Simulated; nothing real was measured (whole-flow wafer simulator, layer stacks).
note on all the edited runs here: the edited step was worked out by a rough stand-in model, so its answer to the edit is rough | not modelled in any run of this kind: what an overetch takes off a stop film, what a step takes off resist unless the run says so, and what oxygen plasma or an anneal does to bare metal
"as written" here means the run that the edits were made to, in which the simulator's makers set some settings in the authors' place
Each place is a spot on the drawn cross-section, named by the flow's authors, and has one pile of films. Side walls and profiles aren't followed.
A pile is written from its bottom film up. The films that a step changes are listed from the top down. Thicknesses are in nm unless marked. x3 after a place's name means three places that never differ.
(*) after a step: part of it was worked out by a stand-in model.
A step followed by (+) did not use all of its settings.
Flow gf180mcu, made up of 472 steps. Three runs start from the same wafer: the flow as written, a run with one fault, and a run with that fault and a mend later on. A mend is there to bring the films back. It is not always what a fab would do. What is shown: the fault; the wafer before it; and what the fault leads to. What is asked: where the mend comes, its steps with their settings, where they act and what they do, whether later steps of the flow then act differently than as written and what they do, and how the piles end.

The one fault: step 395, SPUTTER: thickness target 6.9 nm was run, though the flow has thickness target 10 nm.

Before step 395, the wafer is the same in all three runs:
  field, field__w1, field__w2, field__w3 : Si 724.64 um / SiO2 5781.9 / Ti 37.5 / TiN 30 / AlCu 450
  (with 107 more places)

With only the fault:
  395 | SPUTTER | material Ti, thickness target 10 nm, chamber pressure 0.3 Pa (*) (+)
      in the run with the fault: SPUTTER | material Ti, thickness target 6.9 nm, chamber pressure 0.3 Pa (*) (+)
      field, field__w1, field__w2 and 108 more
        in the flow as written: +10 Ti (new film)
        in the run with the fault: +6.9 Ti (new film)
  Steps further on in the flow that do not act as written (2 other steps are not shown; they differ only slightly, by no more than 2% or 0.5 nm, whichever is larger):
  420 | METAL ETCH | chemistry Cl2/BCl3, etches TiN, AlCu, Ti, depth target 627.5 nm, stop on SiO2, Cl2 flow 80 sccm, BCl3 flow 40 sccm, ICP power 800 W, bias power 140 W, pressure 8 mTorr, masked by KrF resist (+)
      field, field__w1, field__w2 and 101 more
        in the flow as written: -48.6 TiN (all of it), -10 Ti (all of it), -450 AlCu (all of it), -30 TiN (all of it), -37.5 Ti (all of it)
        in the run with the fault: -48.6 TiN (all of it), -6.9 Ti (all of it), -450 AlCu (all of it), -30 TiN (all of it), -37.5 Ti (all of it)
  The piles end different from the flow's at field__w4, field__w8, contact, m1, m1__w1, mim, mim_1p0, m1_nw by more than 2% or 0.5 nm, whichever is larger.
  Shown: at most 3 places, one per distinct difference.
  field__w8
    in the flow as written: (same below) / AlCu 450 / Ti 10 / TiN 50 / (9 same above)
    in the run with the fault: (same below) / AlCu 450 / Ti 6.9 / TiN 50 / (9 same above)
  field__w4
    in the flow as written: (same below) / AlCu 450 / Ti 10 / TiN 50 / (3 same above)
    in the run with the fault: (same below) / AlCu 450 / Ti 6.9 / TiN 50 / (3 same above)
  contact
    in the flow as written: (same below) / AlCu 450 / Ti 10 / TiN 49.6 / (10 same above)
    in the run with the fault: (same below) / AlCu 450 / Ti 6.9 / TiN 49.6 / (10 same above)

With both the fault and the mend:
  After step 395 comes the mend.
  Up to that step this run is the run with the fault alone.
  395a | SPUTTER | material Ti, thickness target 3.1 nm, chamber pressure 0.3 Pa (*) (+) (the flow's step 395 again, with other settings)
      field, field__w1, field__w2 and 108 more
        +3.1 Ti
  None of the later steps of the flow acts differently than as written at any place that is followed.
  The piles end the same as the flow's at every place that both follow.
